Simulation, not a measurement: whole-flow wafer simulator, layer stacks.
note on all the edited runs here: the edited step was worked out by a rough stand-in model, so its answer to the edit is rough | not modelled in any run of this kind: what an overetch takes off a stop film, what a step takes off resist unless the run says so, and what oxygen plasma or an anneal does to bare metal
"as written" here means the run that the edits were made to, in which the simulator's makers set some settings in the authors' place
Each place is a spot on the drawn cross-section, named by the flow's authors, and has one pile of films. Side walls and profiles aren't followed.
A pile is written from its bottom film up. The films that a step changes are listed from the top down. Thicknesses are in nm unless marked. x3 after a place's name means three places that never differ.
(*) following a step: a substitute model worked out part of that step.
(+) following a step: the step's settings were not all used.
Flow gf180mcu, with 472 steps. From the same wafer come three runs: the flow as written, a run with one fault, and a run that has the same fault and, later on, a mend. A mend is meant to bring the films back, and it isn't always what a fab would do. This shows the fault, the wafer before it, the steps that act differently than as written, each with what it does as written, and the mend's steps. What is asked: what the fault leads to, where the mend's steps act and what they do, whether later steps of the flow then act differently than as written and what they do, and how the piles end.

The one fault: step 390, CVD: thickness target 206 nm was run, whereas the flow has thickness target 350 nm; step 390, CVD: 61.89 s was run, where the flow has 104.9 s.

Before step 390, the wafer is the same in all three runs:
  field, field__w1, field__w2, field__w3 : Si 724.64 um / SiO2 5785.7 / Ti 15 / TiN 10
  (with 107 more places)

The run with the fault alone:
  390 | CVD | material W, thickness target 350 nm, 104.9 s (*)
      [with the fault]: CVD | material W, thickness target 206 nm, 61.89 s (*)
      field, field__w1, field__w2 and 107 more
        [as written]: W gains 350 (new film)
        [with the fault]: W gains 207.7 (new film)
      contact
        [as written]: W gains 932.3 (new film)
        [with the fault]: W gains 790 (new film)
  Later steps of the flow acting differently than as written:
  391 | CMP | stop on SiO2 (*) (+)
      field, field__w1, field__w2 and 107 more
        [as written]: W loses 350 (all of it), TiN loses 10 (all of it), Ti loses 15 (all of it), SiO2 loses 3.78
        [with the fault]: W loses 207.7 (all of it), TiN loses 10 (all of it), Ti loses 15 (all of it), SiO2 loses 2.35
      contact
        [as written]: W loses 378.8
        [with the fault]: W loses 235.1
  The piles end only slightly different from the flow's at the places that both follow, by no more than 2% or 0.5 nm, whichever is larger.

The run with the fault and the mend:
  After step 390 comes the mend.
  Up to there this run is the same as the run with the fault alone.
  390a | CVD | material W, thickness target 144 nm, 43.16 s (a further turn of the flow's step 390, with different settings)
      field, field__w1, field__w2 and 108 more
        W gains 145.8
  Later steps of the flow that are run all act as written at every place that is followed, up to a difference of at most 2% or 0.5 nm, whichever is larger.
  The piles end only slightly different from the flow's at the places that both follow, by no more than 2% or 0.5 nm, whichever is larger.
